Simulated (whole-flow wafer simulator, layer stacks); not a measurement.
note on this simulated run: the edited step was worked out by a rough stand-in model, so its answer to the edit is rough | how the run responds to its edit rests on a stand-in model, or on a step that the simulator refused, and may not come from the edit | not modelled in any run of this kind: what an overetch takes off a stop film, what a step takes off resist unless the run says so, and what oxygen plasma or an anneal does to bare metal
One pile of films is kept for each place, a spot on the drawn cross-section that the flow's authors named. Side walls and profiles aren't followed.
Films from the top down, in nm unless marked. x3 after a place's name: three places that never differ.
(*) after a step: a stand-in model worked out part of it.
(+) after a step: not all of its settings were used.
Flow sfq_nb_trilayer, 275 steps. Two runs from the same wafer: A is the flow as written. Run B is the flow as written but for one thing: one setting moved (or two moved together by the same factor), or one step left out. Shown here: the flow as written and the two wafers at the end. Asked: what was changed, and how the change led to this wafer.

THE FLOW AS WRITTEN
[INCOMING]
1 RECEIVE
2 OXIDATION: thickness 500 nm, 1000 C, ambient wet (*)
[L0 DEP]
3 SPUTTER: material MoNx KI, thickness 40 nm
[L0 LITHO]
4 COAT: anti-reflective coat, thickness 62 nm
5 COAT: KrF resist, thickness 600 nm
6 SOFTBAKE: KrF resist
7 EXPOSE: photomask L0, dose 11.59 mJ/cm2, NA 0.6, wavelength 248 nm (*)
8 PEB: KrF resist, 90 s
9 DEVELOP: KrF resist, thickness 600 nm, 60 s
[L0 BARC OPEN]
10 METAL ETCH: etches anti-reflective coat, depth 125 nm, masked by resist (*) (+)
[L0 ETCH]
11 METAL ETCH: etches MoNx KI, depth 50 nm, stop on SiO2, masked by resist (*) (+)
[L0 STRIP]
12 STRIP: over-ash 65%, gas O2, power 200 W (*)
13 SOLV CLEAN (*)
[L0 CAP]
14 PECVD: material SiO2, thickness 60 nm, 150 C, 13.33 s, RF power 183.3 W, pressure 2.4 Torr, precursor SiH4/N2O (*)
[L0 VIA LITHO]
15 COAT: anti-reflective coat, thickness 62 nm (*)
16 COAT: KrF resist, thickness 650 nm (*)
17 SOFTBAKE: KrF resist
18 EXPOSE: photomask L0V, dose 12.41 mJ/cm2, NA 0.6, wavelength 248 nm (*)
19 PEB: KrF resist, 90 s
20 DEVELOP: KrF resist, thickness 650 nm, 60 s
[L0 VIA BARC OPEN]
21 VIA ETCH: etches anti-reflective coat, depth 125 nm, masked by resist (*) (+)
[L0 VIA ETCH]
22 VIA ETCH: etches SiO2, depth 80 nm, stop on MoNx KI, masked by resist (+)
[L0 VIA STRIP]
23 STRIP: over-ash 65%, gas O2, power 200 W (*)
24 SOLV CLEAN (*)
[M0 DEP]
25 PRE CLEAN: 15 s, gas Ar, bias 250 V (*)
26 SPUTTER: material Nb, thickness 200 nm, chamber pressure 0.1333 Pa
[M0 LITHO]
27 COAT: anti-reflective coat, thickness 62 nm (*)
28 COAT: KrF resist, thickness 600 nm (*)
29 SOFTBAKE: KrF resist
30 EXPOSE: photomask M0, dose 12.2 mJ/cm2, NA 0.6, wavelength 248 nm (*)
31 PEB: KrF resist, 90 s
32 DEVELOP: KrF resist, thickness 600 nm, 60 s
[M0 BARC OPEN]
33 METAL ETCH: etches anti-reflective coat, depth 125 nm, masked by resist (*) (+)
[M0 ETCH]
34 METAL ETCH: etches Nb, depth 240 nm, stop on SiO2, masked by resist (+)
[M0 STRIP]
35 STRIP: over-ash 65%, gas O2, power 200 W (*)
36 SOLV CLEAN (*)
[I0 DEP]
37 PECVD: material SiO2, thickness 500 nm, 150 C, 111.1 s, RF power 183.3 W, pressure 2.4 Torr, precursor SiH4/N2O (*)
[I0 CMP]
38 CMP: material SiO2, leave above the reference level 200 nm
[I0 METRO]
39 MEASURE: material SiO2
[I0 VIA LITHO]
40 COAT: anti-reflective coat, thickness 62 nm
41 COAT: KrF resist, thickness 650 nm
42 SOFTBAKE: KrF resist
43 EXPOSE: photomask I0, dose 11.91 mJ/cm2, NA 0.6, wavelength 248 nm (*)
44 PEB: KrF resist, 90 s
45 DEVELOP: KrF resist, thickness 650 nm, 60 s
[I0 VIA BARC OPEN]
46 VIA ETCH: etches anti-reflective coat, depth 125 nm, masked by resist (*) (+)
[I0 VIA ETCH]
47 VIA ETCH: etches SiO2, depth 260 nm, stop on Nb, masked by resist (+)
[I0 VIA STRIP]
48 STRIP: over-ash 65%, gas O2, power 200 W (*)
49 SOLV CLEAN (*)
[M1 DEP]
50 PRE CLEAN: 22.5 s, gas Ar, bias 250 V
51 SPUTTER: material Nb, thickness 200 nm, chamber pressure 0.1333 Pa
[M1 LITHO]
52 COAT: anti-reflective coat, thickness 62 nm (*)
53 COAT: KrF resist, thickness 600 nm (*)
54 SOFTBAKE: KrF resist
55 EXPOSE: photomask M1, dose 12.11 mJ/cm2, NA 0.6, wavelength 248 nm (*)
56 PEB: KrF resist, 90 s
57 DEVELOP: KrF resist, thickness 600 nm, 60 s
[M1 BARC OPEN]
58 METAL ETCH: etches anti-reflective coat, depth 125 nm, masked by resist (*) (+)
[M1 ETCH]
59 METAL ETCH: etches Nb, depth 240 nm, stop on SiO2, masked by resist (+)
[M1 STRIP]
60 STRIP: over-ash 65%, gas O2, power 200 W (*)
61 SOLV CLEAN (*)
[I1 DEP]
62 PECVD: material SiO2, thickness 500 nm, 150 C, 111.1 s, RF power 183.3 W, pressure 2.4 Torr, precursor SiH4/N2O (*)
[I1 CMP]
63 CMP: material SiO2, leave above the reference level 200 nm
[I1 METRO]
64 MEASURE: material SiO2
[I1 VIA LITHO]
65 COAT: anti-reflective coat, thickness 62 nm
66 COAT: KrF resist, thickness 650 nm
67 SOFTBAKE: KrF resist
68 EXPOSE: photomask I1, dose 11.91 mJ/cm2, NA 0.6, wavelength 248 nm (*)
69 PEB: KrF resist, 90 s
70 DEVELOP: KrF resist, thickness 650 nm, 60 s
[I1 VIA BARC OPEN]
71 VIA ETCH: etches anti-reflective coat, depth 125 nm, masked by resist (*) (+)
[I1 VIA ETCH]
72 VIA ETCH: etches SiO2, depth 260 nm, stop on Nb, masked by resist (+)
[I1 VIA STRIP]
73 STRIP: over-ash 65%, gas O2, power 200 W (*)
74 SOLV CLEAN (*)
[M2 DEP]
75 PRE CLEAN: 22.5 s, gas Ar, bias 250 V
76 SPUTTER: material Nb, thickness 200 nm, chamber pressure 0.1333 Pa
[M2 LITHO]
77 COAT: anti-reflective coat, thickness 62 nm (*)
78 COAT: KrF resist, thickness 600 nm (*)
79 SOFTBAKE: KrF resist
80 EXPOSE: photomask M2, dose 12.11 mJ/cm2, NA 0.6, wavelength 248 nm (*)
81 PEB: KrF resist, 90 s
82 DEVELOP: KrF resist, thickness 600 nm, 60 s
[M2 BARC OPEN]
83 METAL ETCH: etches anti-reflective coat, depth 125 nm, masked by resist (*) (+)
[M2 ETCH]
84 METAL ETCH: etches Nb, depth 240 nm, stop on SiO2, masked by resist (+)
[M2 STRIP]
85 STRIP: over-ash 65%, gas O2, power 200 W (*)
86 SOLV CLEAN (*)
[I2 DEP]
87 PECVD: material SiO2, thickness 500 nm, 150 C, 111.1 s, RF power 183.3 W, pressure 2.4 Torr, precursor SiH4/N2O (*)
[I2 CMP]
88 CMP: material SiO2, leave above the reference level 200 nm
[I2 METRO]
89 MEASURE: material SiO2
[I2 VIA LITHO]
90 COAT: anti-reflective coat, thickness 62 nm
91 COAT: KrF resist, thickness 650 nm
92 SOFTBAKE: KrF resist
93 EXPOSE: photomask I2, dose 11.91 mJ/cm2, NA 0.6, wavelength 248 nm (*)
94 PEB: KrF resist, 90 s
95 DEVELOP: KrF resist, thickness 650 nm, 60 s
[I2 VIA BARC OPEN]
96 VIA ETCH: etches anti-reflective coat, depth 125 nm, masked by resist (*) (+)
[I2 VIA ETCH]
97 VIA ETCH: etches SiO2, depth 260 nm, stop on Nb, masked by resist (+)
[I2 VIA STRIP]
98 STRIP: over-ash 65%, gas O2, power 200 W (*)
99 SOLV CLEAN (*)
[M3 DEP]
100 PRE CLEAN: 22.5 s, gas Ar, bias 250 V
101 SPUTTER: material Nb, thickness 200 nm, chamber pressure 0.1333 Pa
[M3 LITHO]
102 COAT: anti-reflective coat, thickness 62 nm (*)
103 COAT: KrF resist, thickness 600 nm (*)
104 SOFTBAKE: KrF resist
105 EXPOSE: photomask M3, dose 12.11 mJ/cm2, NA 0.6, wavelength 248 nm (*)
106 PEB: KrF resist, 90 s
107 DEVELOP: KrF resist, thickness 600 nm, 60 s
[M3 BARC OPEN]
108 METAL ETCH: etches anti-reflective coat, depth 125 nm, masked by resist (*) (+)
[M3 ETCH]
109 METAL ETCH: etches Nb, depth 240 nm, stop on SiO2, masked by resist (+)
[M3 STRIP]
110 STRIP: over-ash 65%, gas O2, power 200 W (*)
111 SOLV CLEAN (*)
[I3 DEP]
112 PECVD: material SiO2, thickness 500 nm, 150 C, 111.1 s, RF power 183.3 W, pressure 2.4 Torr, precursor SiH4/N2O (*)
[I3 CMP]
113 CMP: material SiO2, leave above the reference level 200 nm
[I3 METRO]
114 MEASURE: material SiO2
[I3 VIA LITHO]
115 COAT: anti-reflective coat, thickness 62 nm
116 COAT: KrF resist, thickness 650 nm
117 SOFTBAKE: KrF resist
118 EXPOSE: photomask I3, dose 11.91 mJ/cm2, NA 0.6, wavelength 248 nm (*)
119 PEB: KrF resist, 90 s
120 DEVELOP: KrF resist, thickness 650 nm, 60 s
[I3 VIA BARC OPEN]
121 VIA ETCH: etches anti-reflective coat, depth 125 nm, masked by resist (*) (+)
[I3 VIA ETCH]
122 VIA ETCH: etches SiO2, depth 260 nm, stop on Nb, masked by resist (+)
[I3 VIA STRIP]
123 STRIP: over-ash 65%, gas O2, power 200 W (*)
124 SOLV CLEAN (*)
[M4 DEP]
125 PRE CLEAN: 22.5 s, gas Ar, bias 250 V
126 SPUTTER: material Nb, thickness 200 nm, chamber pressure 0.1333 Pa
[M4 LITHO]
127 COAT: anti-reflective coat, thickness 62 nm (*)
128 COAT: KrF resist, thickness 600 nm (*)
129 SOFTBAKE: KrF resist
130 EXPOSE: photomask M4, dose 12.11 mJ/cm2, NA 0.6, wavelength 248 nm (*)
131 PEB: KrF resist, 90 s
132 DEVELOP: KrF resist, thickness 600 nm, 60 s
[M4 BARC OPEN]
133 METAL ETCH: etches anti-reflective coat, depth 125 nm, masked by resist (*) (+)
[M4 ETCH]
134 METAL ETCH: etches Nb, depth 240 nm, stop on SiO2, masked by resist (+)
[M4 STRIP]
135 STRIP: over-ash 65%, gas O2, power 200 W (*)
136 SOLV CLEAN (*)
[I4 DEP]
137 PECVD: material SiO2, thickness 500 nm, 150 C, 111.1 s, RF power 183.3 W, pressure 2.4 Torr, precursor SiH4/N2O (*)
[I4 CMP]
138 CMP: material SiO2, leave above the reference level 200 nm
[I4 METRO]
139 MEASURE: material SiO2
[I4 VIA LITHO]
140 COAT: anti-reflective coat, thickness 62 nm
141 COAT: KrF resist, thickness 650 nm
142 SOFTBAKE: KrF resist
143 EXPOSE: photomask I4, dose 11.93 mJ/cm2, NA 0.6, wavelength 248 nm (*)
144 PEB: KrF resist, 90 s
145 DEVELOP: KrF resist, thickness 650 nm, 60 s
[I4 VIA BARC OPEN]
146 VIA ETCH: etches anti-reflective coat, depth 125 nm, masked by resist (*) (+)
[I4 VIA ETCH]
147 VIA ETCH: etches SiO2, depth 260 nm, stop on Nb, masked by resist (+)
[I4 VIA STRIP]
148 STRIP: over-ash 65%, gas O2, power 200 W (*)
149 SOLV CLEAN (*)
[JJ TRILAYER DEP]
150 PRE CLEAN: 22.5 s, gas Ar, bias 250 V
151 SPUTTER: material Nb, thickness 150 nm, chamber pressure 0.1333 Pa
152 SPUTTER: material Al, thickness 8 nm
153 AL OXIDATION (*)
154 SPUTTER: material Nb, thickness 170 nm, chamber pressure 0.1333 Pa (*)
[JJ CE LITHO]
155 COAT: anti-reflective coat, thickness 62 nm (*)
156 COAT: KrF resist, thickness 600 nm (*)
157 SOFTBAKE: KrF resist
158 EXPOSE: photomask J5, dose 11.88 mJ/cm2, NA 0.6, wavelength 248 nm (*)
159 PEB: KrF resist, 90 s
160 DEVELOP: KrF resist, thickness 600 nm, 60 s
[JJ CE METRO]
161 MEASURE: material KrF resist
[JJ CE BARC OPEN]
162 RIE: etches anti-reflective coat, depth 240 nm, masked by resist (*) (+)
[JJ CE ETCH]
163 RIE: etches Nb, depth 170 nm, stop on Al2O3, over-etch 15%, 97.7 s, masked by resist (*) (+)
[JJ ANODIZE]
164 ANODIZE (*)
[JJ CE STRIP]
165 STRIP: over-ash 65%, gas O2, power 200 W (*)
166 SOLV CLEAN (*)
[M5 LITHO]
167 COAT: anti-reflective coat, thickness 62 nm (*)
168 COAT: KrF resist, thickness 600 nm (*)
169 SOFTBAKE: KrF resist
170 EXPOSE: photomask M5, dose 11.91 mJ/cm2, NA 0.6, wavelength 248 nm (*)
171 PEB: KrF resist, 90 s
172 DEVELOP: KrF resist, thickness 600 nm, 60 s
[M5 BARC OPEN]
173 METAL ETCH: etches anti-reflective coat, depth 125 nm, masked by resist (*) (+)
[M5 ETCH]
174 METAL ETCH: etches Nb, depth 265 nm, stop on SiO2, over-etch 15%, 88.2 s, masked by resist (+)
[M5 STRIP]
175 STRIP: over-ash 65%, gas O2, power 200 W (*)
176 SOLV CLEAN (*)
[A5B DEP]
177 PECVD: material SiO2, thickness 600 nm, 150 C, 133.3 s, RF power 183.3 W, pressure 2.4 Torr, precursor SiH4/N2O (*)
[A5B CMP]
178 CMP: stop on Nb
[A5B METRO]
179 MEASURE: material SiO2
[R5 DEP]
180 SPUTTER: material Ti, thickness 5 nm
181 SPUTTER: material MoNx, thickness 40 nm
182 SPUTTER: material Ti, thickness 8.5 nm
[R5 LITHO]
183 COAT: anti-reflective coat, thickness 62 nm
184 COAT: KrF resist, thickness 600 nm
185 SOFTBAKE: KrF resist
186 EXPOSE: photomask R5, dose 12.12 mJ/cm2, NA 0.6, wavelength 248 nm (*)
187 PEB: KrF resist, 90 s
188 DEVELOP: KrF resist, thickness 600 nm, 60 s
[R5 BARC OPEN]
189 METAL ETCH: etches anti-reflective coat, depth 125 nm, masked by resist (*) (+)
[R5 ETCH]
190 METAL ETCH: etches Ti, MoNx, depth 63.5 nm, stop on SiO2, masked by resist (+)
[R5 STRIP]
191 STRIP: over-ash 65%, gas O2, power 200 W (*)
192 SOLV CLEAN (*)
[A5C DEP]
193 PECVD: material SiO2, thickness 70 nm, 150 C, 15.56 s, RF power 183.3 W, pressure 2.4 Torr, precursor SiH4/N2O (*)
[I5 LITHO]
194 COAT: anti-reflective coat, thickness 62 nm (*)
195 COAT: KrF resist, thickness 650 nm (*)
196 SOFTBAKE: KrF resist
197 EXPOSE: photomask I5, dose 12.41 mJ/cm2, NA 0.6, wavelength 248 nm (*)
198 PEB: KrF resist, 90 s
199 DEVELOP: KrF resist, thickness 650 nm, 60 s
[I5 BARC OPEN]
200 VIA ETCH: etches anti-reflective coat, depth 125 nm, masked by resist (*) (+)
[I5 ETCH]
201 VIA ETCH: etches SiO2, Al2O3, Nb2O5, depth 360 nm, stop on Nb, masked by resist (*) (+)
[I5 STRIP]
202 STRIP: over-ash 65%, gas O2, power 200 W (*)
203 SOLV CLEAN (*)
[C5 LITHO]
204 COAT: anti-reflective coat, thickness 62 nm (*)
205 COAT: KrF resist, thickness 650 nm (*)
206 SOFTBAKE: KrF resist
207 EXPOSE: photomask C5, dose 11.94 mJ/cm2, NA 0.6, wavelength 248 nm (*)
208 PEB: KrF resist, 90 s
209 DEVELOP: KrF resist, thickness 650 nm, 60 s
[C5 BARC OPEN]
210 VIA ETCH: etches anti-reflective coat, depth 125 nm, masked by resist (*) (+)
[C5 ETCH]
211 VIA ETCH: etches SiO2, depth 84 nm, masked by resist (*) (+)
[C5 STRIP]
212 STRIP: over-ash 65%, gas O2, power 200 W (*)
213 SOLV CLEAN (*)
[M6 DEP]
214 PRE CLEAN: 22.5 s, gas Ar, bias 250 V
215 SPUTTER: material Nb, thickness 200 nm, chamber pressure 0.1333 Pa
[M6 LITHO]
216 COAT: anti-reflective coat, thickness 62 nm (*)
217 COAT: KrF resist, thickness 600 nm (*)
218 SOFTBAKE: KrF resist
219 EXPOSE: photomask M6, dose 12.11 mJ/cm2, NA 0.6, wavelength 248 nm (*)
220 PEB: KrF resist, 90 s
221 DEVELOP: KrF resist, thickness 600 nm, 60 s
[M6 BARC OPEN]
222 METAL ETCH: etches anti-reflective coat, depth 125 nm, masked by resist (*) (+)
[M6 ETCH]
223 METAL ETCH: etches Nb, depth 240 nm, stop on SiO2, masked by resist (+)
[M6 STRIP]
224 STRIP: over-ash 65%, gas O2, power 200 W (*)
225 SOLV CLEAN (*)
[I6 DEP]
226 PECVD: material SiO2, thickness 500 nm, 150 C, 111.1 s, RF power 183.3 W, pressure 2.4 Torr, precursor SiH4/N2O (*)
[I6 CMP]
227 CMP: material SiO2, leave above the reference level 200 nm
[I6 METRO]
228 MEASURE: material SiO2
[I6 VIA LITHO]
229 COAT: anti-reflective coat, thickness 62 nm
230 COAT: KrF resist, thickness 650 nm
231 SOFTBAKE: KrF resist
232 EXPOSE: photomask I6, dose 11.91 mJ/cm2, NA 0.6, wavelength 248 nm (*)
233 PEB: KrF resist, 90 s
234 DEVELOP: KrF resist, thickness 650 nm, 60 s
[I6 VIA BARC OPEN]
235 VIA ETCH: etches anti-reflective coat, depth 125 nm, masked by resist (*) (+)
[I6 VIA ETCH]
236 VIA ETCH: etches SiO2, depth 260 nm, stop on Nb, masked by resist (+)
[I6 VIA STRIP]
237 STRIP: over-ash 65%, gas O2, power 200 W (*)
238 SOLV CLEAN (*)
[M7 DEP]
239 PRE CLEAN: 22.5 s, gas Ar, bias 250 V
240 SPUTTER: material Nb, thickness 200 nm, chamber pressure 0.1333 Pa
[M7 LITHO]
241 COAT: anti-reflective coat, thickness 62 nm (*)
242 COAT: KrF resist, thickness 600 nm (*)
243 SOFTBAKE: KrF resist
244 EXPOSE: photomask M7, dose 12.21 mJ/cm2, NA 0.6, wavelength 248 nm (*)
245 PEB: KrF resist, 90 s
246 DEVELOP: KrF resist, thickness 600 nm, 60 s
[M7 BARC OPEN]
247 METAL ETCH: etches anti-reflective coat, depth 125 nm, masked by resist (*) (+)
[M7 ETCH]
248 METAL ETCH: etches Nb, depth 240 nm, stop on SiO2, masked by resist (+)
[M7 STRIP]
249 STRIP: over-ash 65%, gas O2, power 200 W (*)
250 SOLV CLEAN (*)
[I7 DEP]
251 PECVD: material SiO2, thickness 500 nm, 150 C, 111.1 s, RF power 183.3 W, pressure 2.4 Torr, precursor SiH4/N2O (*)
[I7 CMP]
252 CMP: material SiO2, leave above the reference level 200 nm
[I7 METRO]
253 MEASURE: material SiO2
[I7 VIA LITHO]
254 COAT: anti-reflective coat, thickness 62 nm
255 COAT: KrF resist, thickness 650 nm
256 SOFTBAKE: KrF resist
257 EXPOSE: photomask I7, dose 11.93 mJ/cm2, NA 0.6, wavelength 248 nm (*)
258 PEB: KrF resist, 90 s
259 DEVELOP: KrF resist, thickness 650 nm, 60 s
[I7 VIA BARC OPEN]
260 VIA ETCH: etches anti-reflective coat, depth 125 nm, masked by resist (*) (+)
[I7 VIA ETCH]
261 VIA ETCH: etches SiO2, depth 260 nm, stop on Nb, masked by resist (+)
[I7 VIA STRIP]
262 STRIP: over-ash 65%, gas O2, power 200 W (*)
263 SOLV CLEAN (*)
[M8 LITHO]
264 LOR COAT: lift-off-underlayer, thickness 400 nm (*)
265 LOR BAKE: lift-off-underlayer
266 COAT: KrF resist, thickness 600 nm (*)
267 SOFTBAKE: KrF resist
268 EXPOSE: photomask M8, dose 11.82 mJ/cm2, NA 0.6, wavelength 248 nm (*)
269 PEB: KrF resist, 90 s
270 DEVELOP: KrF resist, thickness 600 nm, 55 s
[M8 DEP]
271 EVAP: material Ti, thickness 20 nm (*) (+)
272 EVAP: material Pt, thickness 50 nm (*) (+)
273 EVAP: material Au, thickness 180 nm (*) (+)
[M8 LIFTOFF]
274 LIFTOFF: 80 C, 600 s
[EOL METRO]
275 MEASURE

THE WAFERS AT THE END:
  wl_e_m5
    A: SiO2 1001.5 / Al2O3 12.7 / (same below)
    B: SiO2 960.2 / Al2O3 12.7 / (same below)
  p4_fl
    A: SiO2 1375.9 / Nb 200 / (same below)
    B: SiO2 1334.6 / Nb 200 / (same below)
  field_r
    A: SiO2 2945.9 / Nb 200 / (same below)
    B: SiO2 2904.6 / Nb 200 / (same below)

The cause: step 193, PECVD: thickness 28.7 nm was run, where the flow has thickness 70 nm; step 193, PECVD: 6.378 s was run, where the flow has 15.56 s.

How the change led to this, step by step:
  193 PECVD: material SiO2, thickness 70 nm, 150 C, 15.56 s, RF power 183.3 W, pressure 2.4 Torr, precursor SiH4/N2O (*)
      field_l, v_sur, via_wl and 92 more: A SiO2 +70 | B SiO2 +28.7
      ce_l, c5j, ce_r and 8 more: A SiO2 +70 (new film) | B SiO2 +28.7 (new film)
  194 COAT: anti-reflective coat, thickness 62 nm (*)
      r5r_spacepad_l, r5r_spacepad_r: A anti-reflective coat +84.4 (new film) | B anti-reflective coat +82.7 (new film)
      r5r_line_c, r5r_line_r: A anti-reflective coat +49.4 (new film) | B anti-reflective coat +48.4 (new film)
      (and at 1 more place)
  201 VIA ETCH: etches SiO2, Al2O3, Nb2O5, depth 360 nm, stop on Nb, masked by resist (*) (+)
      be: A SiO2 -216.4 (all of it), Al2O3 -12.7 (all of it), Nb2O5 -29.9 (all of it) | B SiO2 -175.1 (all of it), Al2O3 -12.7 (all of it), Nb2O5 -29.9 (all of it)
  202 STRIP: over-ash 65%, gas O2, power 200 W (*)
      r5r_spacepad_l, r5r_spacepad_r: A KrF resist -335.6 (all of it), anti-reflective coat -84.4 (all of it) | B KrF resist -336 (all of it), anti-reflective coat -82.7 (all of it)
      r5r_line_c, r5r_line_r: A KrF resist -317.5 (all of it), anti-reflective coat -49.4 (all of it) | B KrF resist -317.2 (all of it), anti-reflective coat -48.4 (all of it)
      (and at 1 more place)
  204 COAT: anti-reflective coat, thickness 62 nm (*)
      r5r_spacepad_l, r5r_spacepad_r: A anti-reflective coat +84.4 (new film) | B anti-reflective coat +82.7 (new film)
      r5r_line_c, r5r_line_r: A anti-reflective coat +49.4 (new film) | B anti-reflective coat +48.4 (new film)
      (and at 4 more places)
  205 COAT: KrF resist, thickness 650 nm (*)
      be: A KrF resist +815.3 (new film) | B KrF resist +785.8 (new film)
  211 VIA ETCH: etches SiO2, depth 84 nm, masked by resist (*) (+)
      field_l, v_sur, via_wl and 101 more: A KrF resist -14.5 | B KrF resist -7.39
      c5j: A SiO2 -69.9 (all of it), Nb -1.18 | B SiO2 -28.6 (all of it), Nb -1.19
      (and at 1 more place)
  212 STRIP: over-ash 65%, gas O2, power 200 W (*)
      r5r_spacepad_l, r5r_spacepad_r: A KrF resist -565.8 (all of it), anti-reflective coat -84.4 (all of it) | B KrF resist -573.1 (all of it), anti-reflective coat -82.7 (all of it)
      r5r_line_c, r5r_line_r: A KrF resist -547.6 (all of it), anti-reflective coat -49.4 (all of it) | B KrF resist -554.4 (all of it), anti-reflective coat -48.4 (all of it)
      (and at 4 more places)
  215 SPUTTER: material Nb, thickness 200 nm, chamber pressure 0.1333 Pa
      be: A Nb +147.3 | B Nb +156.9
      c5j: A Nb +188.4 | B Nb +200
      (and at 1 more place)
  216 COAT: anti-reflective coat, thickness 62 nm (*)
      wire: A anti-reflective coat +48.3 (new film) | B anti-reflective coat +49.5 (new film)
      be: A anti-reflective coat +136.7 (new film) | B anti-reflective coat +128.9 (new film)
      (and at 9 more places)
  217 COAT: KrF resist, thickness 600 nm (*)
      be: A KrF resist +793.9 (new film) | B KrF resist +758.7 (new film)
      c5j: A KrF resist +636 (new film) | B KrF resist +618.8 (new film)
      (and at 1 more place)
  224 STRIP: over-ash 65%, gas O2, power 200 W (*)
      wire: A KrF resist -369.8 (all of it), anti-reflective coat -48.3 (all of it) | B KrF resist -373.4 (all of it), anti-reflective coat -49.5 (all of it)
      be: A KrF resist -575.8 (all of it), anti-reflective coat -136.7 (all of it) | B KrF resist -540.6 (all of it), anti-reflective coat -128.9 (all of it)
      (and at 9 more places)
  226 PECVD: material SiO2, thickness 500 nm, 150 C, 111.1 s, RF power 183.3 W, pressure 2.4 Torr, precursor SiH4/N2O (*)
      be: A SiO2 +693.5 (new film) | B SiO2 +642.7 (new film)
      c5j: A SiO2 +514.7 (new film) | B SiO2 +500 (new film)
  227 CMP: material SiO2, leave above the reference level 200 nm
      c5j: A SiO2 -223 | B SiO2 -261.2
      res: A SiO2 -279.4 | B SiO2 -327.8
